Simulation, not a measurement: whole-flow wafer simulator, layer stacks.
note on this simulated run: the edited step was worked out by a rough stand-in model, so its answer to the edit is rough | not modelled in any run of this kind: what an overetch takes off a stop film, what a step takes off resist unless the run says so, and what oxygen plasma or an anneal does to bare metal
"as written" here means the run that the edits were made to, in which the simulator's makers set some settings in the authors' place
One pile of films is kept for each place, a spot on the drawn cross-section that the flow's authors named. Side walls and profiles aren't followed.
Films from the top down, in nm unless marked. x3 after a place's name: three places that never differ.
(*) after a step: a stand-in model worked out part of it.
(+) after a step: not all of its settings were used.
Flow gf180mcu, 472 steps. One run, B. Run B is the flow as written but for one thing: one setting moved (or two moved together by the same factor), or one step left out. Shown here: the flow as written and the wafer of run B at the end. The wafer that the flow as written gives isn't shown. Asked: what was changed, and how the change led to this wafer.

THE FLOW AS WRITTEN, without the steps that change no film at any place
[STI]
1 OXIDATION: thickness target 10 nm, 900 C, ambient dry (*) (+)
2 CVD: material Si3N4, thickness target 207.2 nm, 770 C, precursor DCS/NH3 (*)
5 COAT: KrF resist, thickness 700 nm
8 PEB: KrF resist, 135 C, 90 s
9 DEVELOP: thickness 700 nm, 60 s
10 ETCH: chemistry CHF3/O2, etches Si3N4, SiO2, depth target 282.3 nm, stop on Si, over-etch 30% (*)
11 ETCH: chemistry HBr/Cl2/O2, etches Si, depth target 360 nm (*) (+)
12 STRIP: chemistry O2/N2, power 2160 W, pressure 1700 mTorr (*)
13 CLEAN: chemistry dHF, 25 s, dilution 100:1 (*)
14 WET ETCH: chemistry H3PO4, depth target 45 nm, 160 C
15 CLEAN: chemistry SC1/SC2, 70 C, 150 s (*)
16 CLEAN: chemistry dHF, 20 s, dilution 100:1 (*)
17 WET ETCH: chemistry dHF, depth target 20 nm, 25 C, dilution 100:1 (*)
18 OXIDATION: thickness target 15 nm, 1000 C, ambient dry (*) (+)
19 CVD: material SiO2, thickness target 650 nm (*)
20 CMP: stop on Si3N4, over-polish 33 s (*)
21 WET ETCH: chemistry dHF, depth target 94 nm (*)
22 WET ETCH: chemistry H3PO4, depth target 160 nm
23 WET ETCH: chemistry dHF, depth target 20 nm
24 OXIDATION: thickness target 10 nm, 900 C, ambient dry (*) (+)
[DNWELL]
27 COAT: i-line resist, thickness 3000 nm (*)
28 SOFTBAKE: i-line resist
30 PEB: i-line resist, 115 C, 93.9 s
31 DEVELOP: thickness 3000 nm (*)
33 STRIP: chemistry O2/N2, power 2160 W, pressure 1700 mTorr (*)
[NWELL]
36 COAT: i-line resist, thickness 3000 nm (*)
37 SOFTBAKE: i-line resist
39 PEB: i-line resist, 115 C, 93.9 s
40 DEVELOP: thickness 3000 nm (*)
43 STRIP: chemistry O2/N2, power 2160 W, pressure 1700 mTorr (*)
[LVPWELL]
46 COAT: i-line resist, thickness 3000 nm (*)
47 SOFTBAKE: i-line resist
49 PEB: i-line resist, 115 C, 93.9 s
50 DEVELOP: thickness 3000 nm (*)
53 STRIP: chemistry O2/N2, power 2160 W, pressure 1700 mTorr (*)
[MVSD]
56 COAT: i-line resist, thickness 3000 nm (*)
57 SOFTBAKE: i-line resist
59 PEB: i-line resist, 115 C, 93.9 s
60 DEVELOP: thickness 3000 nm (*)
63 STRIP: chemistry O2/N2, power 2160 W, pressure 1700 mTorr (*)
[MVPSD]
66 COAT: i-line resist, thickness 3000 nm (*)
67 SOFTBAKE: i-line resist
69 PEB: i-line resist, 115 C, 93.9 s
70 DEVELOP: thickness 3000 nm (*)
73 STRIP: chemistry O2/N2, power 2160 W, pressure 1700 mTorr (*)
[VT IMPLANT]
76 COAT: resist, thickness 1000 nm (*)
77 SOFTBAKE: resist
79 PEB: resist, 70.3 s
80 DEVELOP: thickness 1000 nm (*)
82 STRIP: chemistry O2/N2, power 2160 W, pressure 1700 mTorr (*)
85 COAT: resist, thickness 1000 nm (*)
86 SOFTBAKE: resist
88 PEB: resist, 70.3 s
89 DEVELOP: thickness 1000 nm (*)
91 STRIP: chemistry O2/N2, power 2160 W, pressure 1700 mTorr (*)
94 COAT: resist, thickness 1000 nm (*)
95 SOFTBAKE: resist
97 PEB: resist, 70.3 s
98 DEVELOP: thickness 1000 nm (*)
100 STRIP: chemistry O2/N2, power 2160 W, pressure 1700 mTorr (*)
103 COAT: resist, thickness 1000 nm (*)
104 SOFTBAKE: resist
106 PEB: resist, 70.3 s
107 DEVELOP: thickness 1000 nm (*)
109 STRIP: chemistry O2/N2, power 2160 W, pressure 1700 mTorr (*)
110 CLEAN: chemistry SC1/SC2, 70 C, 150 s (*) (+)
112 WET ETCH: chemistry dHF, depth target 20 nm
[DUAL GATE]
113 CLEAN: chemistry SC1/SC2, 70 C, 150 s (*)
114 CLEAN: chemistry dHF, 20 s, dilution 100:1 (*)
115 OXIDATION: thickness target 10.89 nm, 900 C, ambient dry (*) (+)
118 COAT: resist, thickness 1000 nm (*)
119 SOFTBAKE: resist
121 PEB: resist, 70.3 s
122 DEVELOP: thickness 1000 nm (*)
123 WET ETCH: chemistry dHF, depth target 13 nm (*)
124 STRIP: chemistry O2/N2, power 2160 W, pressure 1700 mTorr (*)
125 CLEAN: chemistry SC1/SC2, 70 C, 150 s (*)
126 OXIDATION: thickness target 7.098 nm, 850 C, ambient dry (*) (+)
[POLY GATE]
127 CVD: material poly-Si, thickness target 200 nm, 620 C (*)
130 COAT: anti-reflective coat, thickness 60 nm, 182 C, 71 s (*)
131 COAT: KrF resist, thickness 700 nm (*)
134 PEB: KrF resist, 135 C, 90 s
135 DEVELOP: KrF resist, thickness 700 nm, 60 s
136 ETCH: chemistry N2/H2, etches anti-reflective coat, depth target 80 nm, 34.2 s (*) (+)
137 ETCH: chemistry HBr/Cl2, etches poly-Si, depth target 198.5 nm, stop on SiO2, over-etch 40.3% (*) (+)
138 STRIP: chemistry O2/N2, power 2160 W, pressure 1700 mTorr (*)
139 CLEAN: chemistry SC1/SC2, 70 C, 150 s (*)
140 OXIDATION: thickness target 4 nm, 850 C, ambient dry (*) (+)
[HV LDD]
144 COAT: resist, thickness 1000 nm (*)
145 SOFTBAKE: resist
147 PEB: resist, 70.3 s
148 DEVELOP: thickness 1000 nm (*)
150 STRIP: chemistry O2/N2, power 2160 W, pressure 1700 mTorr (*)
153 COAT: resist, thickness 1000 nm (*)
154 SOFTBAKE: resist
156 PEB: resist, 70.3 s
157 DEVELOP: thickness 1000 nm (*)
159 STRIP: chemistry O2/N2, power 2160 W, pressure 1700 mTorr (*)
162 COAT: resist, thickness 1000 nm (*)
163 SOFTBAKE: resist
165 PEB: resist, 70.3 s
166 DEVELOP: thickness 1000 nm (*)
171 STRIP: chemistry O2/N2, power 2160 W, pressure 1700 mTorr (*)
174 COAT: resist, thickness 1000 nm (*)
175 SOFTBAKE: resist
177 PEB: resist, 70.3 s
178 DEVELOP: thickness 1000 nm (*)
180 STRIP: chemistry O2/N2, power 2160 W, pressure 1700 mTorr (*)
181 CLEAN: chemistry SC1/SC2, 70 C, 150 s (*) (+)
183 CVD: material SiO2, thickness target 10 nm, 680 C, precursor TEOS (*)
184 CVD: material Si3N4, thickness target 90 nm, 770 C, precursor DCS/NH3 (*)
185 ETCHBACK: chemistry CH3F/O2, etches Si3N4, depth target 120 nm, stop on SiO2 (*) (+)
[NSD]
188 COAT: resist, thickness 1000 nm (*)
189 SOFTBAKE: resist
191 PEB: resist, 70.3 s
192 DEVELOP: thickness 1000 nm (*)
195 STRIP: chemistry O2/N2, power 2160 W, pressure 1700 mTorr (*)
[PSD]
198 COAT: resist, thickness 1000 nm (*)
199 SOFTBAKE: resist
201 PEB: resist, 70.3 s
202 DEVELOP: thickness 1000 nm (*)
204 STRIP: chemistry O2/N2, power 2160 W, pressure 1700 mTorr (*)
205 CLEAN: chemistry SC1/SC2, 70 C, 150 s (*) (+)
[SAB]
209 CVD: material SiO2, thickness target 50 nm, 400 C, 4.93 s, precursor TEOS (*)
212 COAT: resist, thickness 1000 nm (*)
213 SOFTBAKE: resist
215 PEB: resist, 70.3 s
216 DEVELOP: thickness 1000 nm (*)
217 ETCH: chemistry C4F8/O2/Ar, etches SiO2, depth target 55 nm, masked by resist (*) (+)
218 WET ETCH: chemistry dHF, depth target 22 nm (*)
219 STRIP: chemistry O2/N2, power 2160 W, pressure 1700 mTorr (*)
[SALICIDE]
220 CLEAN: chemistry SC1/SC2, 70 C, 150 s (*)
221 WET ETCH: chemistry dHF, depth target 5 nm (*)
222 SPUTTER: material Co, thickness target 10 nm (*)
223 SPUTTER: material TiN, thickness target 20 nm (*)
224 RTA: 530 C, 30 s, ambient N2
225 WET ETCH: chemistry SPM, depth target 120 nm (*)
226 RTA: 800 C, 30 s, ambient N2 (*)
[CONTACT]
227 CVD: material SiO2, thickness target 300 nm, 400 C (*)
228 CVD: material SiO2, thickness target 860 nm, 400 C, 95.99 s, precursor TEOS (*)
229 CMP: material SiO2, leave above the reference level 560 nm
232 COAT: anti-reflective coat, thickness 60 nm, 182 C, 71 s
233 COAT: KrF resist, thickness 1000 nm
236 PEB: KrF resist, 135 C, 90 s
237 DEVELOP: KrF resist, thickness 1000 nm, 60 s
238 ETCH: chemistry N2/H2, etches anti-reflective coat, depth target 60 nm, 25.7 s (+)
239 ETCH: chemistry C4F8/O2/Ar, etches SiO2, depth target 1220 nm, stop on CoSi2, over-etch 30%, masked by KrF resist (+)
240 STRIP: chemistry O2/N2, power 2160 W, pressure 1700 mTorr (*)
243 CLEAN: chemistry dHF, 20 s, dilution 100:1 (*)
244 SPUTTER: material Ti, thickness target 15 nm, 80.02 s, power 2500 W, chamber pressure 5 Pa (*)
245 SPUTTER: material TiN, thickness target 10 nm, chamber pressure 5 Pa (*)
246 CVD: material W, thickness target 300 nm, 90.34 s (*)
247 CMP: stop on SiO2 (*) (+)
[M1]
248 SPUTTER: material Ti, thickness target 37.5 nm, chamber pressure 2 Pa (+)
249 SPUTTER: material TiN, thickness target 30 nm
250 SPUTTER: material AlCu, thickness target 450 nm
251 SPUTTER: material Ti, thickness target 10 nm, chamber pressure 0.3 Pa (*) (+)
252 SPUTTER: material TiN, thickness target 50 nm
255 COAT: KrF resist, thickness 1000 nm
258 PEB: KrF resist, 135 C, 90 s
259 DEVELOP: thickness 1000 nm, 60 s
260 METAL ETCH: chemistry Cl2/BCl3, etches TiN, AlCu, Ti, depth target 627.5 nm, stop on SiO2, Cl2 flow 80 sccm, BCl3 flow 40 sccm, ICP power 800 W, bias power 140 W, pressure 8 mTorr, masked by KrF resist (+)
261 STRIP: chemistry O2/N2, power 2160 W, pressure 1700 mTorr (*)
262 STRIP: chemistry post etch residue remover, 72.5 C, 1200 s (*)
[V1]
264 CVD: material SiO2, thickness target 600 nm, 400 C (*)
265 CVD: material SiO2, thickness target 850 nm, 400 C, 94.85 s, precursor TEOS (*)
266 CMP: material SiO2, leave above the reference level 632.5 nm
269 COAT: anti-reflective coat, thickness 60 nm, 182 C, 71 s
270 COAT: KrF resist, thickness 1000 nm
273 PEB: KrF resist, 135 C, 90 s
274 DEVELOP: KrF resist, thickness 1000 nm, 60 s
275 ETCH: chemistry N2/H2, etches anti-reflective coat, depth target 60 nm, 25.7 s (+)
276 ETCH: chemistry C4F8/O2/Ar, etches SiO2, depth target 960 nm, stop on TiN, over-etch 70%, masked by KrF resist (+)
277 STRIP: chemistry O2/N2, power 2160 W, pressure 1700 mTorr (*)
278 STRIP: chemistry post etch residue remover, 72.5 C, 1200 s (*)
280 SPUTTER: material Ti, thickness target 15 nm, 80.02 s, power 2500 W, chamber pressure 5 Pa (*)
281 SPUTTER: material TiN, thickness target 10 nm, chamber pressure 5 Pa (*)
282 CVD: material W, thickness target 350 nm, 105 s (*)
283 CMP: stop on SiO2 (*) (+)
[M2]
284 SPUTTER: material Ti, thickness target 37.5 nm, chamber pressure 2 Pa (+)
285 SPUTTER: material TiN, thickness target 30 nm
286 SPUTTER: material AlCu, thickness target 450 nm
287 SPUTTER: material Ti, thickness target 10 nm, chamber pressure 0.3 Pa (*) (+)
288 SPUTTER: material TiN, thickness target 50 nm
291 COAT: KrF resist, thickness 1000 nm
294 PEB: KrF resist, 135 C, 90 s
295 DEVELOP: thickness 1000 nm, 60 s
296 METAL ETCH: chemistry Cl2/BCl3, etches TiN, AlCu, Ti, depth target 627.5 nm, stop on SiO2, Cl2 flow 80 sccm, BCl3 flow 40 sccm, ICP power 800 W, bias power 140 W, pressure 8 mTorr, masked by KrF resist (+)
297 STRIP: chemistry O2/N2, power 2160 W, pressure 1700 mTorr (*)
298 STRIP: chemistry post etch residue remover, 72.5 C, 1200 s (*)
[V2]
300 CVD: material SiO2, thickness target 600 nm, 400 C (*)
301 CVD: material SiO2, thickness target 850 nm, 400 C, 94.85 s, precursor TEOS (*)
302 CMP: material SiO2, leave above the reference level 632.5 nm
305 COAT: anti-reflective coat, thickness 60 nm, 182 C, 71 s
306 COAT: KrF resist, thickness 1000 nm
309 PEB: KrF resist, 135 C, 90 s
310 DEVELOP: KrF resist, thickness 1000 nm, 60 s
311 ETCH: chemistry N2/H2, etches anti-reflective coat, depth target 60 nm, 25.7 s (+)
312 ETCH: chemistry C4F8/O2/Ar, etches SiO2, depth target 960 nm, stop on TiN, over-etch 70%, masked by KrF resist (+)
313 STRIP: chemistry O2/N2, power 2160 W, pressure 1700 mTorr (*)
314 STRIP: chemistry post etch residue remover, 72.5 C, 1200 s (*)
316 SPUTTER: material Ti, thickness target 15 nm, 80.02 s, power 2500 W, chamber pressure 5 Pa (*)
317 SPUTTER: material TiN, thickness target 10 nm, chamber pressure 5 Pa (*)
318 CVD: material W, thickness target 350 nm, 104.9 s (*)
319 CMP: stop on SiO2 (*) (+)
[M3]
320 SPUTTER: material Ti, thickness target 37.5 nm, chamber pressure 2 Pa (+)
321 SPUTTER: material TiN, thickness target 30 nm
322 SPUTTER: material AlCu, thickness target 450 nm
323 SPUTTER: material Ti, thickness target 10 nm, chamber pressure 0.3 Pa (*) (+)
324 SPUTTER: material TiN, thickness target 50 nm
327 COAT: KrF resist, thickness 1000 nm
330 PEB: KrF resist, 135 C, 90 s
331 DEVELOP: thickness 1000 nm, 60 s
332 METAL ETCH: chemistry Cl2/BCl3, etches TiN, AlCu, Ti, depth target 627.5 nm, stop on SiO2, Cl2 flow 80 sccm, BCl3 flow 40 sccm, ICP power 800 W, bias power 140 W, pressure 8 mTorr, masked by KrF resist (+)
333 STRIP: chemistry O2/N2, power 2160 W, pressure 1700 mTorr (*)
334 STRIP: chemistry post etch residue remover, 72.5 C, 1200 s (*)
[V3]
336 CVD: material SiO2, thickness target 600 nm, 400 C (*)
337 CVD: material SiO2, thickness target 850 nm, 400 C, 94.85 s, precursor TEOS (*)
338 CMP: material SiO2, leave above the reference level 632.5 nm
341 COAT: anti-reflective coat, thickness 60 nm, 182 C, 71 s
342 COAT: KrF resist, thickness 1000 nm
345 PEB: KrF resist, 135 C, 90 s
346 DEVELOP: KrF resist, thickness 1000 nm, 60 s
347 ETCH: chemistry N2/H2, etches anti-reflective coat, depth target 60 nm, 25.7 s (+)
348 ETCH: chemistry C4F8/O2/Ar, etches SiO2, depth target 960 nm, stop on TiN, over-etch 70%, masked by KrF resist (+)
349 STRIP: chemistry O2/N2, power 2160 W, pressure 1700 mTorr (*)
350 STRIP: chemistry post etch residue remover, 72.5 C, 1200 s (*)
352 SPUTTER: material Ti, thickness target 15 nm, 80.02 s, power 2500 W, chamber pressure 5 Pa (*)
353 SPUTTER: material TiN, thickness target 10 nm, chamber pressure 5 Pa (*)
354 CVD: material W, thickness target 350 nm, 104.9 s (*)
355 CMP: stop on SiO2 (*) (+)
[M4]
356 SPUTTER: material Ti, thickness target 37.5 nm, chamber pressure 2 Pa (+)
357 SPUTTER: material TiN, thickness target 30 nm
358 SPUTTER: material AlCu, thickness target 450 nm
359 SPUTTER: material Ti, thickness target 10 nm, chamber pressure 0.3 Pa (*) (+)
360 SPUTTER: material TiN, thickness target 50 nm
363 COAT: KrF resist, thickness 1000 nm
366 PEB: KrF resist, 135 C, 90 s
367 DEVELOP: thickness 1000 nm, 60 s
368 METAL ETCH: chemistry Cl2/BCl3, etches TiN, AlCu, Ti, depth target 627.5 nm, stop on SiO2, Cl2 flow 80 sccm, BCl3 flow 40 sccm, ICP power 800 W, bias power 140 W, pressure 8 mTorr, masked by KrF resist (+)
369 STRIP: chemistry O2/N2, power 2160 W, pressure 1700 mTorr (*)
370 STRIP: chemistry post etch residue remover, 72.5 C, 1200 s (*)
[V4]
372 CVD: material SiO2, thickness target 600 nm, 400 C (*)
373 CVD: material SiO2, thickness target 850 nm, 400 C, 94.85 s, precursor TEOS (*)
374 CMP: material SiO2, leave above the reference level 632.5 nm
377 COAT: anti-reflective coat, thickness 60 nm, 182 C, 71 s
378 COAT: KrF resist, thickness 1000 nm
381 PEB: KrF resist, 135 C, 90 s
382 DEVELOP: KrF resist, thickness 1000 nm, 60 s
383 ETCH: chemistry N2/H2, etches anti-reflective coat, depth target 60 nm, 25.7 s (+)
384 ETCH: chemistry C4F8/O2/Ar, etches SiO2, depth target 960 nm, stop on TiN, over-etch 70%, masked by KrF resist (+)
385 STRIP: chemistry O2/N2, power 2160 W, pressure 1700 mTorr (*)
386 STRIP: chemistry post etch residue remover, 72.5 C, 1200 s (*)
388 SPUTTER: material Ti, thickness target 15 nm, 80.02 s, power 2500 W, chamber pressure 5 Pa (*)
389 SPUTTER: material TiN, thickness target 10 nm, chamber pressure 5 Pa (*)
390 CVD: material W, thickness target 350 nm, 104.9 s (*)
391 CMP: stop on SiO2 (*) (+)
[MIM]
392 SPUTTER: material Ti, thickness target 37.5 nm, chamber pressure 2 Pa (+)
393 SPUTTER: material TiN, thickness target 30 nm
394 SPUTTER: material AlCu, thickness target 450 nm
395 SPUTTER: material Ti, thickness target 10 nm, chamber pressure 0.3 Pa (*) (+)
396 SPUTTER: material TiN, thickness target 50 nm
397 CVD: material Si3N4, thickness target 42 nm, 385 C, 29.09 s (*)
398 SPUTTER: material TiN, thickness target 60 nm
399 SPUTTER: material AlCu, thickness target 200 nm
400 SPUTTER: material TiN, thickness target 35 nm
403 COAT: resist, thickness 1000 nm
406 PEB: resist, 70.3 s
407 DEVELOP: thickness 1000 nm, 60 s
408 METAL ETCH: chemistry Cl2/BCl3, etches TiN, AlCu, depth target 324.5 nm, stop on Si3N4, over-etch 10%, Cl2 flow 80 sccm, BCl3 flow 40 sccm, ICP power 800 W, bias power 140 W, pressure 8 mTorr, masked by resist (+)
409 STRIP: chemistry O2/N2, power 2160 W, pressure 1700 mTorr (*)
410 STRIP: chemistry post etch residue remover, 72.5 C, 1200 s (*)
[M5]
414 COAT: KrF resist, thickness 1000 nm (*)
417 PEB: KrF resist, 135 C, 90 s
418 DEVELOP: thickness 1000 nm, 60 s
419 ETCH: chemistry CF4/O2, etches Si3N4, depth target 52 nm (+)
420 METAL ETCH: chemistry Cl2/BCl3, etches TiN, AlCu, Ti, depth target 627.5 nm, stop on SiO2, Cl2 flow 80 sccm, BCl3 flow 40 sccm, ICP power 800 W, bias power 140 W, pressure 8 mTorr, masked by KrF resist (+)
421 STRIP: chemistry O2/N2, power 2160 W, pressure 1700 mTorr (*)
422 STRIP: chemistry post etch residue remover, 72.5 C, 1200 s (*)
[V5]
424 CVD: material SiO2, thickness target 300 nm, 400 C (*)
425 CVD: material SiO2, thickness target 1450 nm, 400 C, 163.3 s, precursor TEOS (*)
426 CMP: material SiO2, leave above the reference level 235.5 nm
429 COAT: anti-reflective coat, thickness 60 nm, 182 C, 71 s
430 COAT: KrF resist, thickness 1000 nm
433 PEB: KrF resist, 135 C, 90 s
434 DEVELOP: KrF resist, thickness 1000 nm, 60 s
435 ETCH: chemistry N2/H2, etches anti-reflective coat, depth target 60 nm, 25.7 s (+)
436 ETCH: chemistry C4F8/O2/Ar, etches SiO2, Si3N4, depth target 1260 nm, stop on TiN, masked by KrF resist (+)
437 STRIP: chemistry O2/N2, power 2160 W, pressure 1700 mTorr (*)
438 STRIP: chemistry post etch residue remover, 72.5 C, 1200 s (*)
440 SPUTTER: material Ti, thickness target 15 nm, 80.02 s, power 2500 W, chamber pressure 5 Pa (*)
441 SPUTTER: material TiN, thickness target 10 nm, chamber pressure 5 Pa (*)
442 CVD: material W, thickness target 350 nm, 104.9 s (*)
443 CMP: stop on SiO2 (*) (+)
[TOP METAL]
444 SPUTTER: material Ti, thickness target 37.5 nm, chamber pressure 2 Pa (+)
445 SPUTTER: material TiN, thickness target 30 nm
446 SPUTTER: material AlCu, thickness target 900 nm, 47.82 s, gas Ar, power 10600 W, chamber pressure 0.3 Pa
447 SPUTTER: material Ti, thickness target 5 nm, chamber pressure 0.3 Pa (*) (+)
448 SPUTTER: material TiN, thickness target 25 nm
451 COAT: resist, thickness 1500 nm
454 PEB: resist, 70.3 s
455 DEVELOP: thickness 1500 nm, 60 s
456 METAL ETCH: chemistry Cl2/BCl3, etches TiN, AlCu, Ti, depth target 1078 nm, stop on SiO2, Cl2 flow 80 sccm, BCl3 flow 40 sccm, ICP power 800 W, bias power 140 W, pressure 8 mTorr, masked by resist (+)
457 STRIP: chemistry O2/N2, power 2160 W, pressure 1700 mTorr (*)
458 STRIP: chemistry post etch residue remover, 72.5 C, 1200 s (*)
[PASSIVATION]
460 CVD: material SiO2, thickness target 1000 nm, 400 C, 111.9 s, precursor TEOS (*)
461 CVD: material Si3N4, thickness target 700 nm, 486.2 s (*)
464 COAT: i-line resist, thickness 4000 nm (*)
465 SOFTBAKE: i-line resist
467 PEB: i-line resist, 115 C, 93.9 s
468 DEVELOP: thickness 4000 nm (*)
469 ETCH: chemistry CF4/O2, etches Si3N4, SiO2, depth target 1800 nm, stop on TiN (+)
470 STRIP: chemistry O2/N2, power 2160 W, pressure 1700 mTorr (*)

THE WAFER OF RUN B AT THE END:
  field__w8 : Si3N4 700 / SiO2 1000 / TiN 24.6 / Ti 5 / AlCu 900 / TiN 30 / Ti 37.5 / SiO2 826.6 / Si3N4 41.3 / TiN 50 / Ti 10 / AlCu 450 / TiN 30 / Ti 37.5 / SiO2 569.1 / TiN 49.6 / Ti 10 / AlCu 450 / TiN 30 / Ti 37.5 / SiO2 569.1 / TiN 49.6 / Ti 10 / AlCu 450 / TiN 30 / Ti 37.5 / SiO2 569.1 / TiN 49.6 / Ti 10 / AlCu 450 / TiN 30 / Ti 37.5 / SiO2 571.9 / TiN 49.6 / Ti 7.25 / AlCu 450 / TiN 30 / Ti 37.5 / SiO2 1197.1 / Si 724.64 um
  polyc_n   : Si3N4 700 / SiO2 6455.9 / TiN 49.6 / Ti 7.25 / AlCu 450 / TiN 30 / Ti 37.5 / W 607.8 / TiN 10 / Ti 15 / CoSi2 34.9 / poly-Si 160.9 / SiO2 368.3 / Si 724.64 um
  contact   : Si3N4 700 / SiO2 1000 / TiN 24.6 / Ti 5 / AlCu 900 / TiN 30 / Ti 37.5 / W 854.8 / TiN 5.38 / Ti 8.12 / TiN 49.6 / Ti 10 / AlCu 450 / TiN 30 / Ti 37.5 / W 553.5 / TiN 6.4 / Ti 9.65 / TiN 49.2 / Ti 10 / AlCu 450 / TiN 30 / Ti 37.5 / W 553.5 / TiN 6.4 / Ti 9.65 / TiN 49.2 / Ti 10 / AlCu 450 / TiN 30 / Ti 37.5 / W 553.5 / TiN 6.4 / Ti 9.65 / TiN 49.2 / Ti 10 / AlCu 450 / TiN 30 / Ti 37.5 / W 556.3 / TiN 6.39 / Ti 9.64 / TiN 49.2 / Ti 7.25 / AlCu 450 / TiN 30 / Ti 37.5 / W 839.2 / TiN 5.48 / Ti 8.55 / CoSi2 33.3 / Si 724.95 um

The cause: step 251, SPUTTER: thickness target 7.25 nm was run, where the flow has thickness target 10 nm.
It can be read off the wafer: field__w8 has Ti 7.25, and step 251 as written asks for 10 nm.

How the change led to this, step by step:
  251 SPUTTER: material Ti, thickness target 10 nm, chamber pressure 0.3 Pa (*) (+)
      field, field__w1, field__w2 and 108 more: Ti +7.25 (new film) (as written it would be: Ti +10 (new film))
  260 METAL ETCH: chemistry Cl2/BCl3, etches TiN, AlCu, Ti, depth target 627.5 nm, stop on SiO2, Cl2 flow 80 sccm, BCl3 flow 40 sccm, ICP power 800 W, bias power 140 W, pressure 8 mTorr, masked by KrF resist (+)
      field, field__w1, field__w2 and 99 more: TiN -50 (all of it), Ti -7.25 (all of it), AlCu -450 (all of it), TiN -30 (all of it), Ti -37.5 (all of it) (as written it would be: TiN -50 (all of it), Ti -10 (all of it), AlCu -450 (all of it), TiN -30 (all of it), Ti -37.5 (all of it))
